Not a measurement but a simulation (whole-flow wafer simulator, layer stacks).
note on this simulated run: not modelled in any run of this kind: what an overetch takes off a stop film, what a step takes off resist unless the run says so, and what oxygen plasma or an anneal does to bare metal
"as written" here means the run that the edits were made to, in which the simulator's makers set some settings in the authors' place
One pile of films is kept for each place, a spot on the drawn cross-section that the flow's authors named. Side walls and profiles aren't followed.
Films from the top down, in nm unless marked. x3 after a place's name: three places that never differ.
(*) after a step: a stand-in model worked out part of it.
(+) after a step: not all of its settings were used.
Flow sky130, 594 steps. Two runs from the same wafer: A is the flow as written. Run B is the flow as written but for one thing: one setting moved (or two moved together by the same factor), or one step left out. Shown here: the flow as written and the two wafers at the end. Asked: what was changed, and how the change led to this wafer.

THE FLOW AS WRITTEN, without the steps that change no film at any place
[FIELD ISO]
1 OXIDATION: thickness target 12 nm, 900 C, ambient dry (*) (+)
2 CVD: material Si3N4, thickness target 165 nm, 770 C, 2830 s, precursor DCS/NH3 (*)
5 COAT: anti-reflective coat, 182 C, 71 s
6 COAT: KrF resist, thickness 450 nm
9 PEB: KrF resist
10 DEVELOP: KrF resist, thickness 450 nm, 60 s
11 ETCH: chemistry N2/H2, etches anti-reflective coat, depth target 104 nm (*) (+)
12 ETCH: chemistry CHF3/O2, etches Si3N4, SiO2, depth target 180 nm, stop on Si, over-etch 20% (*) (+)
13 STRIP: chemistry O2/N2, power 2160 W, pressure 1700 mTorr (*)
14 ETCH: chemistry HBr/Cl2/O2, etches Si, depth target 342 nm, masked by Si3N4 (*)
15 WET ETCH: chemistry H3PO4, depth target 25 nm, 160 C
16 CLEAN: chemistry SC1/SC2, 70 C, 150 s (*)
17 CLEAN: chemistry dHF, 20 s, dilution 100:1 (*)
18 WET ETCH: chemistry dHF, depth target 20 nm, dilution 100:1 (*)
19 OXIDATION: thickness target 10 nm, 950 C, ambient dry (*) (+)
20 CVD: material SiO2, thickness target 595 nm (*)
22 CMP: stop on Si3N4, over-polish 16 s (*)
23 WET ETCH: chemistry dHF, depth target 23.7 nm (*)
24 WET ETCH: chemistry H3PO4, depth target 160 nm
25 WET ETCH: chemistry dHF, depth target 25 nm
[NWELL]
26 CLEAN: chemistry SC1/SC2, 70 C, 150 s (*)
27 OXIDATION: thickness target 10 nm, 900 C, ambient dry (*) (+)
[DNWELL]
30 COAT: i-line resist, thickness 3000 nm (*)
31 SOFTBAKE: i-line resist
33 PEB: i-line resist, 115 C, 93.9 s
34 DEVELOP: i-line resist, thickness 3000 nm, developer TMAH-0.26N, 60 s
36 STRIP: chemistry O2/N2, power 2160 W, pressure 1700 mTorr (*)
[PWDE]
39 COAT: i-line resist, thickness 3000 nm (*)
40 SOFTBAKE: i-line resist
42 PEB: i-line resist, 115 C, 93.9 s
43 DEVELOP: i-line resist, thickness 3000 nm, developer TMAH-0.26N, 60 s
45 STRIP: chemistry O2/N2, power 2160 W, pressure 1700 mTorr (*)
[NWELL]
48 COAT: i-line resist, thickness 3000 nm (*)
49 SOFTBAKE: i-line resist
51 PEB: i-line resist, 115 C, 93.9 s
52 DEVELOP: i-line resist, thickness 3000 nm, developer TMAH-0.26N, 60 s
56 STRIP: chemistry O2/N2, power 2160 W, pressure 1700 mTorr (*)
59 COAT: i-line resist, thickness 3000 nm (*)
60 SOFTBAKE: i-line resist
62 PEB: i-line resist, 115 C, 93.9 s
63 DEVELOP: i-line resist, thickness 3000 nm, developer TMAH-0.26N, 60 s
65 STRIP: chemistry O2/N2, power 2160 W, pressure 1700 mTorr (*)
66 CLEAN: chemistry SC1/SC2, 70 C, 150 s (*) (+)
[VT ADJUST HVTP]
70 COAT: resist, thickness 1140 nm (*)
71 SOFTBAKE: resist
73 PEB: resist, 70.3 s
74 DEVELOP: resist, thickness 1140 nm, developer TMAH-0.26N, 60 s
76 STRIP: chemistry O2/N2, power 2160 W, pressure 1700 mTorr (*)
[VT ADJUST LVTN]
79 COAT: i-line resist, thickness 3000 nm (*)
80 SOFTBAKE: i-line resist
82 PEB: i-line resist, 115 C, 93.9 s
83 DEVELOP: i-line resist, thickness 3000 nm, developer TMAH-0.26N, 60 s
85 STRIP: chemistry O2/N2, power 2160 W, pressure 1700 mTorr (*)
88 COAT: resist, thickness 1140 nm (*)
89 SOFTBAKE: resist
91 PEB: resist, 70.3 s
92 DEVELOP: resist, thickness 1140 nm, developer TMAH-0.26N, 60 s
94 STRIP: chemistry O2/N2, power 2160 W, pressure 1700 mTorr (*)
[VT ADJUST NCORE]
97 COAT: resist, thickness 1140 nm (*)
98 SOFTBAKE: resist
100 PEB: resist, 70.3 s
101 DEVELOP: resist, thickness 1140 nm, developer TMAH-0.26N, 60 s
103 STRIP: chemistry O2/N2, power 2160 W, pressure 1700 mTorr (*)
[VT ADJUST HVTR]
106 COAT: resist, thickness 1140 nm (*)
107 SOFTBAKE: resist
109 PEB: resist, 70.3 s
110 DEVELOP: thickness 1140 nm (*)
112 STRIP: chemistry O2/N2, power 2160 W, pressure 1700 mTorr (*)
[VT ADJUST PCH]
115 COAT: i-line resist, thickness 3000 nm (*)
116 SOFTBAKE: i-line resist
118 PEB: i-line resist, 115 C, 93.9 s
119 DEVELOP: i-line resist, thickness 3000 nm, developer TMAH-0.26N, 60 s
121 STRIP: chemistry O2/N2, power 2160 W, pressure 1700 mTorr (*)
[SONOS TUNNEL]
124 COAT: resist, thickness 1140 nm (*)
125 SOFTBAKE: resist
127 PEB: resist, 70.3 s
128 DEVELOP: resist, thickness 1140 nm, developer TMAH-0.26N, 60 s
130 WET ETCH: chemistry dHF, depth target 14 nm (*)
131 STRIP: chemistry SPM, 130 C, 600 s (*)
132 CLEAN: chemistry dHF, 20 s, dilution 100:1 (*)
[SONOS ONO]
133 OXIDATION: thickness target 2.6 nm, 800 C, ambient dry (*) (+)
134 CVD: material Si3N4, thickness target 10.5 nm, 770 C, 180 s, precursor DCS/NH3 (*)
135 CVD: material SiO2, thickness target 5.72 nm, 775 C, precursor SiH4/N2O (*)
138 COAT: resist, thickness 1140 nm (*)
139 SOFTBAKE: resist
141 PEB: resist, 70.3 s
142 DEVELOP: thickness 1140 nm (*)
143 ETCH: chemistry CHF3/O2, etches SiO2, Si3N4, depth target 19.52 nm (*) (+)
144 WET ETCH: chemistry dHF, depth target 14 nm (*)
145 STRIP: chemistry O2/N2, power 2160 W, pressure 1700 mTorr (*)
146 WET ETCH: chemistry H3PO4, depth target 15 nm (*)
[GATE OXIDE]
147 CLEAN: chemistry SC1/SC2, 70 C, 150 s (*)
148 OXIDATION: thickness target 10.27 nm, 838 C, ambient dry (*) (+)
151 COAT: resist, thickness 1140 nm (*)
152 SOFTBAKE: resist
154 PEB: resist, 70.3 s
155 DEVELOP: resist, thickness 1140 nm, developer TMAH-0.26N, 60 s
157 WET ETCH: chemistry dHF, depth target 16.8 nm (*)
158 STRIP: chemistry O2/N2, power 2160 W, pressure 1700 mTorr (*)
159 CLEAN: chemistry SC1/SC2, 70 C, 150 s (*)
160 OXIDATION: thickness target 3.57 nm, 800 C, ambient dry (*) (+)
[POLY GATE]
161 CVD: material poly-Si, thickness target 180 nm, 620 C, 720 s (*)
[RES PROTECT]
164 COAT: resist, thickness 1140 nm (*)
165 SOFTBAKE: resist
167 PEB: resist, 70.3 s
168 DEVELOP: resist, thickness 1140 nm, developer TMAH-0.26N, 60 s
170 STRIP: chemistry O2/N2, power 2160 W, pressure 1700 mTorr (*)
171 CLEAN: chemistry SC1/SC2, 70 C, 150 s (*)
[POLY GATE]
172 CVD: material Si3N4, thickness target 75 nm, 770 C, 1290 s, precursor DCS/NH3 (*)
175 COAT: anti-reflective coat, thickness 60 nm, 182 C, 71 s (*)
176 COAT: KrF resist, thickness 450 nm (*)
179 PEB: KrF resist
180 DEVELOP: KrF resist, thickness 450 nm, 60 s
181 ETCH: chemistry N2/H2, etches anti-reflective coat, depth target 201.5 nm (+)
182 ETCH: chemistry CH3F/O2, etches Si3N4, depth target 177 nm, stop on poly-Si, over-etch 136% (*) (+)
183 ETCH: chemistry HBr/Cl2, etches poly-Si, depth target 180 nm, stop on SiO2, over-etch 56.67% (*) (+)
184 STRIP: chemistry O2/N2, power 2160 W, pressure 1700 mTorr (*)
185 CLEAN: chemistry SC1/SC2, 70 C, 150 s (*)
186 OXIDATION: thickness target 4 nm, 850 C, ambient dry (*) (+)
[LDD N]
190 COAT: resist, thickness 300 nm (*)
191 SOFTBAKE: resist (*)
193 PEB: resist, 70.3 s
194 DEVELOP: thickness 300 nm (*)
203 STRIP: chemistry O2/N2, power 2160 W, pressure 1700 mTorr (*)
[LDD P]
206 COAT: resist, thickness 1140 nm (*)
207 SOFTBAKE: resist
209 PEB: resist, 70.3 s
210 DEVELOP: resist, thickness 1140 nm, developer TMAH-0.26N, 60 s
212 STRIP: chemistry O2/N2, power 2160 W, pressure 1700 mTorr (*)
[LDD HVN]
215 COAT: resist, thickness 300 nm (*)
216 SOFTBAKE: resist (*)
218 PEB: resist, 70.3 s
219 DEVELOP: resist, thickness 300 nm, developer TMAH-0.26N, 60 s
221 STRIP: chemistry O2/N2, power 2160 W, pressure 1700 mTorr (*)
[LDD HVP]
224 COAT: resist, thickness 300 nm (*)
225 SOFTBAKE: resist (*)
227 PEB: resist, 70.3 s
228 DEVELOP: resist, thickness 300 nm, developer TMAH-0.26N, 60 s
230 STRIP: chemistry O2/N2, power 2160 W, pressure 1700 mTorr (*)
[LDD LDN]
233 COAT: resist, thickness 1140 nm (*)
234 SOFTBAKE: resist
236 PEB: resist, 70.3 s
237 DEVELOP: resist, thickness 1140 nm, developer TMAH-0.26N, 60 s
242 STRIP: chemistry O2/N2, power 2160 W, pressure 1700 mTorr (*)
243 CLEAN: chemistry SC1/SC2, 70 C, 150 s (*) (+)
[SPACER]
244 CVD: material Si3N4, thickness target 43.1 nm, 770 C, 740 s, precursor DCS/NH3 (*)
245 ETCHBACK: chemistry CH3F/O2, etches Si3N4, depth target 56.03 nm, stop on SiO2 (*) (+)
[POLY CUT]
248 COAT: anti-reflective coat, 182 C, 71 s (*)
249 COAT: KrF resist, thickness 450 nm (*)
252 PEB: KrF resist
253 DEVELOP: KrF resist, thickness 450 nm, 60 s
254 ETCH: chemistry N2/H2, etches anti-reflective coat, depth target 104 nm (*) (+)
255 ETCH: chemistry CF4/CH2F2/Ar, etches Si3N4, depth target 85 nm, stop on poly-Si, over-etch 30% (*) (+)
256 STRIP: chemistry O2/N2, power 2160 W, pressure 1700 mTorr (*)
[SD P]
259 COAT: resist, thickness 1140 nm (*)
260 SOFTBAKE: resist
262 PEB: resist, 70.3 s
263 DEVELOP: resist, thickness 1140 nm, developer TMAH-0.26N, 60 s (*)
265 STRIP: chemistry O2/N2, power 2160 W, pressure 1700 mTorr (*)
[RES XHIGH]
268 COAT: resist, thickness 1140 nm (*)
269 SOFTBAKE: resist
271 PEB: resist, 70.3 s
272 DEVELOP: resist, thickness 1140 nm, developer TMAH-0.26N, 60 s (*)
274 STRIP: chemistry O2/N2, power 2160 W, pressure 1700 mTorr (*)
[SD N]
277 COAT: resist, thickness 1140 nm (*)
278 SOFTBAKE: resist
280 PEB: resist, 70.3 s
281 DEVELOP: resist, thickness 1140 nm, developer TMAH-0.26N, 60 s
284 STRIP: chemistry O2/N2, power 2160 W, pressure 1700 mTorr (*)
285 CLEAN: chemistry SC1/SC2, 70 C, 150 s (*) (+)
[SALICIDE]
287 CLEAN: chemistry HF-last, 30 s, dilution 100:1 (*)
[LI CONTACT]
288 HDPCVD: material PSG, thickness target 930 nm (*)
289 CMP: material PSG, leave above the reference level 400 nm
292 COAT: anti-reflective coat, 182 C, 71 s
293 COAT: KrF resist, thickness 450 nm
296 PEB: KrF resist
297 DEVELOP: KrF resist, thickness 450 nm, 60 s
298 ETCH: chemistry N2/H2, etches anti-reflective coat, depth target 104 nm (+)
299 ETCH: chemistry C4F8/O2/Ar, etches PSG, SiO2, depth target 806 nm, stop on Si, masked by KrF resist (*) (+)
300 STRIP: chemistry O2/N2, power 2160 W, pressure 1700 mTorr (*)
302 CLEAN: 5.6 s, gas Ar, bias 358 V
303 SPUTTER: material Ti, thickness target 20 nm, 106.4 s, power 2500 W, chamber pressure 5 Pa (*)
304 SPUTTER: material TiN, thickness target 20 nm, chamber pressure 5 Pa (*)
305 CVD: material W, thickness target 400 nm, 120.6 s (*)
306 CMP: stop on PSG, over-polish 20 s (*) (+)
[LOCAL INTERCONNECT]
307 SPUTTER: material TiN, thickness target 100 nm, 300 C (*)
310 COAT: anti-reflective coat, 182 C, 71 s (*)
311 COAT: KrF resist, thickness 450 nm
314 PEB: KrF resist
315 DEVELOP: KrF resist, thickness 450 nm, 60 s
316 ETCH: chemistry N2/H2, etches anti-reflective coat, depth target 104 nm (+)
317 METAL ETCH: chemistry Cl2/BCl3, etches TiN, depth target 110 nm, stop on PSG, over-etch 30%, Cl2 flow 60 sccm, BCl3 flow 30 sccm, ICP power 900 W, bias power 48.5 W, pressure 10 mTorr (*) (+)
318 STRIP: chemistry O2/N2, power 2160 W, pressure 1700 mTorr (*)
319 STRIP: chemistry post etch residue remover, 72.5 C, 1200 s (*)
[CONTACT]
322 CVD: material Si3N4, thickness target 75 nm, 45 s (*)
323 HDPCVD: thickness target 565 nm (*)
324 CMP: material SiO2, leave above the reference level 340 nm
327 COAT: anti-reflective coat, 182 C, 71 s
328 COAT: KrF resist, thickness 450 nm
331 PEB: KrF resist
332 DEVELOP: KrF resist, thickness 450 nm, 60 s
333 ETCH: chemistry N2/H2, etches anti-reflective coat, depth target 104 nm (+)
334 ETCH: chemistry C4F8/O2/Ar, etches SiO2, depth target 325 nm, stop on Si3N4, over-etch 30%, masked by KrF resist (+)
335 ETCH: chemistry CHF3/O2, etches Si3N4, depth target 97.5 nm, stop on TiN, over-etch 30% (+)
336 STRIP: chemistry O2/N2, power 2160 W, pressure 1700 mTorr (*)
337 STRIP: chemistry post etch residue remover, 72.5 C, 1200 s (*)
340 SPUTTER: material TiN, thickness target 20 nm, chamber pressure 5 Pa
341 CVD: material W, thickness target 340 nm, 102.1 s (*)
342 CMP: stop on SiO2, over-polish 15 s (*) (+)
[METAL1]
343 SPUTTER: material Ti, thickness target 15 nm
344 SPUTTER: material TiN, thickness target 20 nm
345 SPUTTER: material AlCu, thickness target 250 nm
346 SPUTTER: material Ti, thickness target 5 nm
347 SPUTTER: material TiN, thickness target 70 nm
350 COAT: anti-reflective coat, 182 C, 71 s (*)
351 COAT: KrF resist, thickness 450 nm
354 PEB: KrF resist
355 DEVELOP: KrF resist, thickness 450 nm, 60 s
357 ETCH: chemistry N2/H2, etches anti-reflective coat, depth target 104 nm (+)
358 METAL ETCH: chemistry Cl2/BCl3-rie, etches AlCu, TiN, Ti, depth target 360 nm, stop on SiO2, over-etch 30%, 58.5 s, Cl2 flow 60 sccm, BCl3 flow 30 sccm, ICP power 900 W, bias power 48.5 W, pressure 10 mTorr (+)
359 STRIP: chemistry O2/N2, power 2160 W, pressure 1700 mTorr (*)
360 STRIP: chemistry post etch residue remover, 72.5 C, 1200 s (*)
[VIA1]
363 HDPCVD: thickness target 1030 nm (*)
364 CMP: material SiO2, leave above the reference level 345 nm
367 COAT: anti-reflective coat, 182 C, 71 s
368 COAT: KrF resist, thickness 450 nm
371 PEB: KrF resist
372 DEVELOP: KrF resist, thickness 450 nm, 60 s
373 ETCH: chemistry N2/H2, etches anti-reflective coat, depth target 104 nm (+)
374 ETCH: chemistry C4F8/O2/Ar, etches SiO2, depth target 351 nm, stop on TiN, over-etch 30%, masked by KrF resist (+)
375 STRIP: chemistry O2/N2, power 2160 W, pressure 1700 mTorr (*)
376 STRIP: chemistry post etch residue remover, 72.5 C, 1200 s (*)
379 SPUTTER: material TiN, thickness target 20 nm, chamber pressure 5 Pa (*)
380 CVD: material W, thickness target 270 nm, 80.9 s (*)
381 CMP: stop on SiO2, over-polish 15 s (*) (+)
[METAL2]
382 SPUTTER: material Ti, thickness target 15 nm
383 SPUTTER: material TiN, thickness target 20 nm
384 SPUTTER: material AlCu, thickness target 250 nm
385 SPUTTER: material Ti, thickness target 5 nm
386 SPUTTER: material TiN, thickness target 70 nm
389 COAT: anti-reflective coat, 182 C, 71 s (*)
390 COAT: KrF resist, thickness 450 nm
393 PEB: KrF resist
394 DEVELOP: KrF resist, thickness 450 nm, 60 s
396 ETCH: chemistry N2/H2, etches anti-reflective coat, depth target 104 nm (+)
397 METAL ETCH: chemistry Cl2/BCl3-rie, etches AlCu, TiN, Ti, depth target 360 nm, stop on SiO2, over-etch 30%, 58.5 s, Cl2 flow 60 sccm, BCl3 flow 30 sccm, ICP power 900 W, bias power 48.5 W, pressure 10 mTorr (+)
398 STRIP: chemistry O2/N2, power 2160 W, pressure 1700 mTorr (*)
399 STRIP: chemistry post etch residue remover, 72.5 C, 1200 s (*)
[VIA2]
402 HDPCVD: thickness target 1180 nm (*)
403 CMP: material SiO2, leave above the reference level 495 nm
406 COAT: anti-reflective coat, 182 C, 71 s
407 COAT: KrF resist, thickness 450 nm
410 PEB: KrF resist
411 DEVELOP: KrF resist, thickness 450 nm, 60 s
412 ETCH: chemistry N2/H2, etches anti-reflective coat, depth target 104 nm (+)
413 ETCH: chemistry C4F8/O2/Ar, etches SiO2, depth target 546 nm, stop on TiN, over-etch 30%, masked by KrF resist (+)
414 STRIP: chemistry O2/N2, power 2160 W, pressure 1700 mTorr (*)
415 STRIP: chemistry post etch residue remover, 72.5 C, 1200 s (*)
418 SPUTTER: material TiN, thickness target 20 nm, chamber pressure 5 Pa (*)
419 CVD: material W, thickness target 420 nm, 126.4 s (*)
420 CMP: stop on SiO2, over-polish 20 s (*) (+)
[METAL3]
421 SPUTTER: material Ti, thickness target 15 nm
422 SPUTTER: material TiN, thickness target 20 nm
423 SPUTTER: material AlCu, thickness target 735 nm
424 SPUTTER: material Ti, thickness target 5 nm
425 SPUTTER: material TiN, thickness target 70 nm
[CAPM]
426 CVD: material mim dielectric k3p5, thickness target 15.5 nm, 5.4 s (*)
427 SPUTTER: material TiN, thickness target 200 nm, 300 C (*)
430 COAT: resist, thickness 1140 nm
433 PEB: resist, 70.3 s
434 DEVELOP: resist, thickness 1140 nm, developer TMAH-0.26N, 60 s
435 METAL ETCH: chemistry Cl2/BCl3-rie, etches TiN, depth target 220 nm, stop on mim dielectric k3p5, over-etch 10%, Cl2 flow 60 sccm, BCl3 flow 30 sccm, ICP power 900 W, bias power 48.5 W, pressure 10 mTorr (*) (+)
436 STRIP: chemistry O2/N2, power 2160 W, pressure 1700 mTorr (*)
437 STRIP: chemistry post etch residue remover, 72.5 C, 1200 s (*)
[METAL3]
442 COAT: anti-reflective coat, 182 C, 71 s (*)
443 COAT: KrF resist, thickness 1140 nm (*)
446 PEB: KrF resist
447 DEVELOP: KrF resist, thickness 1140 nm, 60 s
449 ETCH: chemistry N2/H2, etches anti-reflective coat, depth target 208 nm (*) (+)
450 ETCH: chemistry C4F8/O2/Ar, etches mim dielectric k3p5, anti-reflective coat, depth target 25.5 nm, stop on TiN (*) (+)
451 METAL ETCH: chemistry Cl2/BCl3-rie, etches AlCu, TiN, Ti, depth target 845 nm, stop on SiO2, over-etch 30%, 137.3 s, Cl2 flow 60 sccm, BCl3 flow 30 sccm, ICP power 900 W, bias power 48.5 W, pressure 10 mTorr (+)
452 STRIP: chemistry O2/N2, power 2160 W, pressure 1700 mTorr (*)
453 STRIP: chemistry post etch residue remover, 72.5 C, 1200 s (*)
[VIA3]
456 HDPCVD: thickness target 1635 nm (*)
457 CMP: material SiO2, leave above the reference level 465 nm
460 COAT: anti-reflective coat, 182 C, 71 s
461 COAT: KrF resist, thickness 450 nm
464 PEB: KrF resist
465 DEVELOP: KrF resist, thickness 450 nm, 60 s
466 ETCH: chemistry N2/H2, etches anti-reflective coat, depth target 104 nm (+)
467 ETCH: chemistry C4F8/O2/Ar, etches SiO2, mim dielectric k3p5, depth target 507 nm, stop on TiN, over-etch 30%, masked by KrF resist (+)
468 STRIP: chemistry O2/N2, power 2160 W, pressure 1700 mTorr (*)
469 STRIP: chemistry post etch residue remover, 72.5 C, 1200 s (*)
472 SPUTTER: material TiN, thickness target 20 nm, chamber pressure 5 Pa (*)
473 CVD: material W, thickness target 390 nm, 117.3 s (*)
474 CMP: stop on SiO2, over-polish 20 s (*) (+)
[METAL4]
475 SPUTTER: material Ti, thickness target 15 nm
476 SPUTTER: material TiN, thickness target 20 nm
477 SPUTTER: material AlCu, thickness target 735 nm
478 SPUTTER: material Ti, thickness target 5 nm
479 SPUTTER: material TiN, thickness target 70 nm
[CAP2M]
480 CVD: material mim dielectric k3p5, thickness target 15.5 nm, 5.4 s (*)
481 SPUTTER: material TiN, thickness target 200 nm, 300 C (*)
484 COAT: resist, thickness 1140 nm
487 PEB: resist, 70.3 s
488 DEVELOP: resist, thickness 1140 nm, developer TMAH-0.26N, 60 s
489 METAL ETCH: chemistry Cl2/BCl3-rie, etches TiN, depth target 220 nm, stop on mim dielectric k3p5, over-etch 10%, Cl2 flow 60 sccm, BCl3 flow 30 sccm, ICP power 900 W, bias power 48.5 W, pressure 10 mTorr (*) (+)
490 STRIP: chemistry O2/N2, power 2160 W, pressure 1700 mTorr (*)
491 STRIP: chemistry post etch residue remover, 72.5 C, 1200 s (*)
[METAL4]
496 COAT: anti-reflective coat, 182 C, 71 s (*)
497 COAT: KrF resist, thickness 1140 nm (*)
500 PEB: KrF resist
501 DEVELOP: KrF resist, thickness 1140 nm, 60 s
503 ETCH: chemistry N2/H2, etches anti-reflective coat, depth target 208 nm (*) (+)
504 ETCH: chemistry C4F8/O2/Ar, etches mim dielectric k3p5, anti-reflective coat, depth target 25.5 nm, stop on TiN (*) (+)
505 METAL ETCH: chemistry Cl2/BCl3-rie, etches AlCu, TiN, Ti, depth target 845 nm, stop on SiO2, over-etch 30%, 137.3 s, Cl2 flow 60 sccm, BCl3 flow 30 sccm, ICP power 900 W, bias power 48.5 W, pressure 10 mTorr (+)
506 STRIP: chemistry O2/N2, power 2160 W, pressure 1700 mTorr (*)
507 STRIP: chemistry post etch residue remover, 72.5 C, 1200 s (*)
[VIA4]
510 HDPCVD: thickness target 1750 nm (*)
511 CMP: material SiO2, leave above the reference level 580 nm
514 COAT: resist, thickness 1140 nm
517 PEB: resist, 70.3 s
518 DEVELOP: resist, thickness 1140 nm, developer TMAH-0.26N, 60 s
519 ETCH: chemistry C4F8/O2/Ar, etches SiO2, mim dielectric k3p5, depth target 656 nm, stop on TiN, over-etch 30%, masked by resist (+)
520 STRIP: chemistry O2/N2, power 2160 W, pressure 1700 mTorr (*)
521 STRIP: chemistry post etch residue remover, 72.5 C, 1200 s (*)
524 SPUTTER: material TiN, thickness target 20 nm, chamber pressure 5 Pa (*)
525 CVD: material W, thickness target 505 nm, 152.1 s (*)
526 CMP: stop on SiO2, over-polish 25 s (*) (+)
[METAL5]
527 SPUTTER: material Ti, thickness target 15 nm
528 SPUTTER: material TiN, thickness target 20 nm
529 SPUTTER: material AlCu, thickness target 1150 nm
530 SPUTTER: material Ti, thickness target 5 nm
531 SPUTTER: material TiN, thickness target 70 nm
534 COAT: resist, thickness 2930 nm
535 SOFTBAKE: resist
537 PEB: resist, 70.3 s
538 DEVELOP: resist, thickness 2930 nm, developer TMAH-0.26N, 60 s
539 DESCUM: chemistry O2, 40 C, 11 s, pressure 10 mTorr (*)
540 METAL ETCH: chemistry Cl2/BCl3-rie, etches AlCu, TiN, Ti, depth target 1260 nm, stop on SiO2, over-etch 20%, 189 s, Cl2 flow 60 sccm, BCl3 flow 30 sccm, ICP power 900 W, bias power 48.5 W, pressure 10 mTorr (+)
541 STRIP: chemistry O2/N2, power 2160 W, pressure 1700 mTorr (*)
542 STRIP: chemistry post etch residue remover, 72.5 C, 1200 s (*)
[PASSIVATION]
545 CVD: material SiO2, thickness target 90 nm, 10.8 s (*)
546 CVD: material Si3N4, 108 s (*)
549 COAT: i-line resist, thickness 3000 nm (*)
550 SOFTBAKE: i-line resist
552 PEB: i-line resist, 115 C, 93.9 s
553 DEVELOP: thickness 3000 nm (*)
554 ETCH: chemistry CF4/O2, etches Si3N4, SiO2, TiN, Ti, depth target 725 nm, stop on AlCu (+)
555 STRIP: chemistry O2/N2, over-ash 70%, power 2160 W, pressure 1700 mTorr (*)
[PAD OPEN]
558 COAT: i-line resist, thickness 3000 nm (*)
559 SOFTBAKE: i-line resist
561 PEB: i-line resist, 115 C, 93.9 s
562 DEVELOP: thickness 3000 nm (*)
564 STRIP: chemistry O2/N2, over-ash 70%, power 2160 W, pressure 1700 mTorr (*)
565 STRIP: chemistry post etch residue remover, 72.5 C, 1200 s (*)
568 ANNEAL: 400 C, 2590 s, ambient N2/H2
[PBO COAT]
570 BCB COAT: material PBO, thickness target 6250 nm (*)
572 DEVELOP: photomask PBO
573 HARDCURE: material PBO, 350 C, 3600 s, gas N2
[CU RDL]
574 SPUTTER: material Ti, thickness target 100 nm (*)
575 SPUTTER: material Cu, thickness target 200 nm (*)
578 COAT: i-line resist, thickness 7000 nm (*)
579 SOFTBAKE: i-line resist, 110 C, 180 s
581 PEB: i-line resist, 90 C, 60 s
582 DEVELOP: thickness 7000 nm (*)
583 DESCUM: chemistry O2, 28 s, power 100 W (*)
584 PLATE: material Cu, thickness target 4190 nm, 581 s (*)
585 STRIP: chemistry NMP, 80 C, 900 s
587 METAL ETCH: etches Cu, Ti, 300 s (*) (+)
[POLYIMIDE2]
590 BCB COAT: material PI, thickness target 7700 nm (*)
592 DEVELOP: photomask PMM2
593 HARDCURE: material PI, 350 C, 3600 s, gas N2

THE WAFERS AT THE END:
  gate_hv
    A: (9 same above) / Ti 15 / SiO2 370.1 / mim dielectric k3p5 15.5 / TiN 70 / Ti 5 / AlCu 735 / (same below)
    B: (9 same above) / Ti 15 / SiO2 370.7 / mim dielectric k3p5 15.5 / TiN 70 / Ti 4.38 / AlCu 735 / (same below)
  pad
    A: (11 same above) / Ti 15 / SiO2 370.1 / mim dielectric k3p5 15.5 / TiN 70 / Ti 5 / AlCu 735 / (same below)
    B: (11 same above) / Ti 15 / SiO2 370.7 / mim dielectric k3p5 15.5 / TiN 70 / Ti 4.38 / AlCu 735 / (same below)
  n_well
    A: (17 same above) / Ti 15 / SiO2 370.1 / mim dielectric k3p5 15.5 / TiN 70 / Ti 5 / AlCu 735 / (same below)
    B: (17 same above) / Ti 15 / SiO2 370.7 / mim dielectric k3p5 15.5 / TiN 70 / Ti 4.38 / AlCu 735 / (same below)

The cause: step 424, SPUTTER: thickness target 4.38 nm was run, where the flow has thickness target 5 nm.
It can be read off the wafer: gate_hv has Ti 4.38, and step 424 as written asks for 5 nm.

How the change led to this, step by step:
  424 SPUTTER: material Ti, thickness target 5 nm
      field, active, n_well and 188 more: A Ti +5 (new film) | B Ti +4.38 (new film)
  451 METAL ETCH: chemistry Cl2/BCl3-rie, etches AlCu, TiN, Ti, depth target 845 nm, stop on SiO2, over-etch 30%, 137.3 s, Cl2 flow 60 sccm, BCl3 flow 30 sccm, ICP power 900 W, bias power 48.5 W, pressure 10 mTorr (+)
      field, gate, spacer and 68 more: A TiN -70 (all of it), Ti -5 (all of it), AlCu -735 (all of it), TiN -20 (all of it), Ti -15 (all of it), SiO2 -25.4 | B TiN -70 (all of it), Ti -4.38 (all of it), AlCu -735 (all of it), TiN -20 (all of it), Ti -15 (all of it), SiO2 -25.4
      active, vpp_ln, vpp_iso2 and 11 more: A TiN -70 (all of it), Ti -5 (all of it), AlCu -735 (all of it), TiN -20 (all of it), Ti -15 (all of it), SiO2 -25.3 | B TiN -70 (all of it), Ti -4.38 (all of it), AlCu -735 (all of it), TiN -20 (all of it), Ti -15 (all of it), SiO2 -25.4
